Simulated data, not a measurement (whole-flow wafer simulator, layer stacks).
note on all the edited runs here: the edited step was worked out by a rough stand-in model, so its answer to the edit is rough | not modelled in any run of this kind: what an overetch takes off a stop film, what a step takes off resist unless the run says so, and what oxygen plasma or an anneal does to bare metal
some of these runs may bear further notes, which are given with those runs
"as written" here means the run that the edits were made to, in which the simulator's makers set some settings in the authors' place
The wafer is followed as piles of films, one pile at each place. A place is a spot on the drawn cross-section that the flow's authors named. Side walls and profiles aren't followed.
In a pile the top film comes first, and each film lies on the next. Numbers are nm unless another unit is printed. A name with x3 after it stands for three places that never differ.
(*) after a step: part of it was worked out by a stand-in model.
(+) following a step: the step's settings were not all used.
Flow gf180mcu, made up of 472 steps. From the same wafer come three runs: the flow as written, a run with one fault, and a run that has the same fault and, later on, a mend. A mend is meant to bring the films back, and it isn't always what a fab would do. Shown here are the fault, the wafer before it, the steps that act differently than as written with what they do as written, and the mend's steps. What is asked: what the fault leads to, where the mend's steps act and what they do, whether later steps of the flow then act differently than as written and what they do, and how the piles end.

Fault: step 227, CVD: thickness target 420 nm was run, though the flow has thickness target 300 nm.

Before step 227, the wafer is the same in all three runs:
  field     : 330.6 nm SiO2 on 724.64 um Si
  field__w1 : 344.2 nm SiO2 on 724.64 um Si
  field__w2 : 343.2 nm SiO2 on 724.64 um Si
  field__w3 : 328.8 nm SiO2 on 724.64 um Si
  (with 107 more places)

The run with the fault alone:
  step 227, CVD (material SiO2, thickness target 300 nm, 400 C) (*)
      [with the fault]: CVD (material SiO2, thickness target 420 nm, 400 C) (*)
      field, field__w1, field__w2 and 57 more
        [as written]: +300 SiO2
        [with the fault]: +420 SiO2
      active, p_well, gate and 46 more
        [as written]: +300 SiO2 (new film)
        [with the fault]: +420 SiO2 (new film)
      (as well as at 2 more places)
  Later steps of the flow acting differently than as written (2 more steps, not shown, differ only slightly: by at most 2% or 0.5 nm, whichever is larger):
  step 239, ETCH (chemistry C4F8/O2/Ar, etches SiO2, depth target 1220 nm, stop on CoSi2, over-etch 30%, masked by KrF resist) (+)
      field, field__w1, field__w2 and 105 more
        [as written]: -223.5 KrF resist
        [with the fault]: -244 KrF resist
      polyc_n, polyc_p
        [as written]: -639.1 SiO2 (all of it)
        [with the fault]: -759.1 SiO2 (all of it)
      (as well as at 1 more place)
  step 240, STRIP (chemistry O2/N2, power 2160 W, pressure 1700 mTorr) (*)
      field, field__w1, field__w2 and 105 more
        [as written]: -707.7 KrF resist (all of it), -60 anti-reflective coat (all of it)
        [with the fault]: -687.2 KrF resist (all of it), -60 anti-reflective coat (all of it)
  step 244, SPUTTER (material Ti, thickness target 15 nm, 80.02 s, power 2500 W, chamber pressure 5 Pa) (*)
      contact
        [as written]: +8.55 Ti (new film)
        [with the fault]: +7.97 Ti (new film)
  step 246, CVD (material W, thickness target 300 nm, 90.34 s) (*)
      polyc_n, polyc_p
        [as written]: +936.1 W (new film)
        [with the fault]: +1056.1 W (new film)
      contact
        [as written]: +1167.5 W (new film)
        [with the fault]: +1288.5 W (new film)
  By the end, the piles at field__w4, field__w8, contact and 9 more depart from the flow's by more than 2% or 0.5 nm, whichever is larger.
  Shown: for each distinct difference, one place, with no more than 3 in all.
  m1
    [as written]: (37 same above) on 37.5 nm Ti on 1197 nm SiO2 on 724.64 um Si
    [with the fault]: (37 same above) on 37.5 nm Ti on 1317 nm SiO2 on 724.64 um Si
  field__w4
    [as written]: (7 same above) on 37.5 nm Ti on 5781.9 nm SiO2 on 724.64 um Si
    [with the fault]: (7 same above) on 37.5 nm Ti on 5901.9 nm SiO2 on 724.64 um Si
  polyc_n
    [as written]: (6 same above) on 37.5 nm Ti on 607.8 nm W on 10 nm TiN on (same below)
    [with the fault]: (6 same above) on 37.5 nm Ti on 727.8 nm W on 10 nm TiN on (same below)

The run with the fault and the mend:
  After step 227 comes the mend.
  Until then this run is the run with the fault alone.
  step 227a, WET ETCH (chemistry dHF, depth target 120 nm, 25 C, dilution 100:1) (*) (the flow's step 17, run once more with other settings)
      field, field__w1, field__w2 and 108 more
        -120 SiO2
  None of the later steps of the flow differs from how it acts as written, at any place that is followed, by more than 2% or 0.5 nm, whichever is larger.
  The piles end the same as the flow's at every place that both follow.
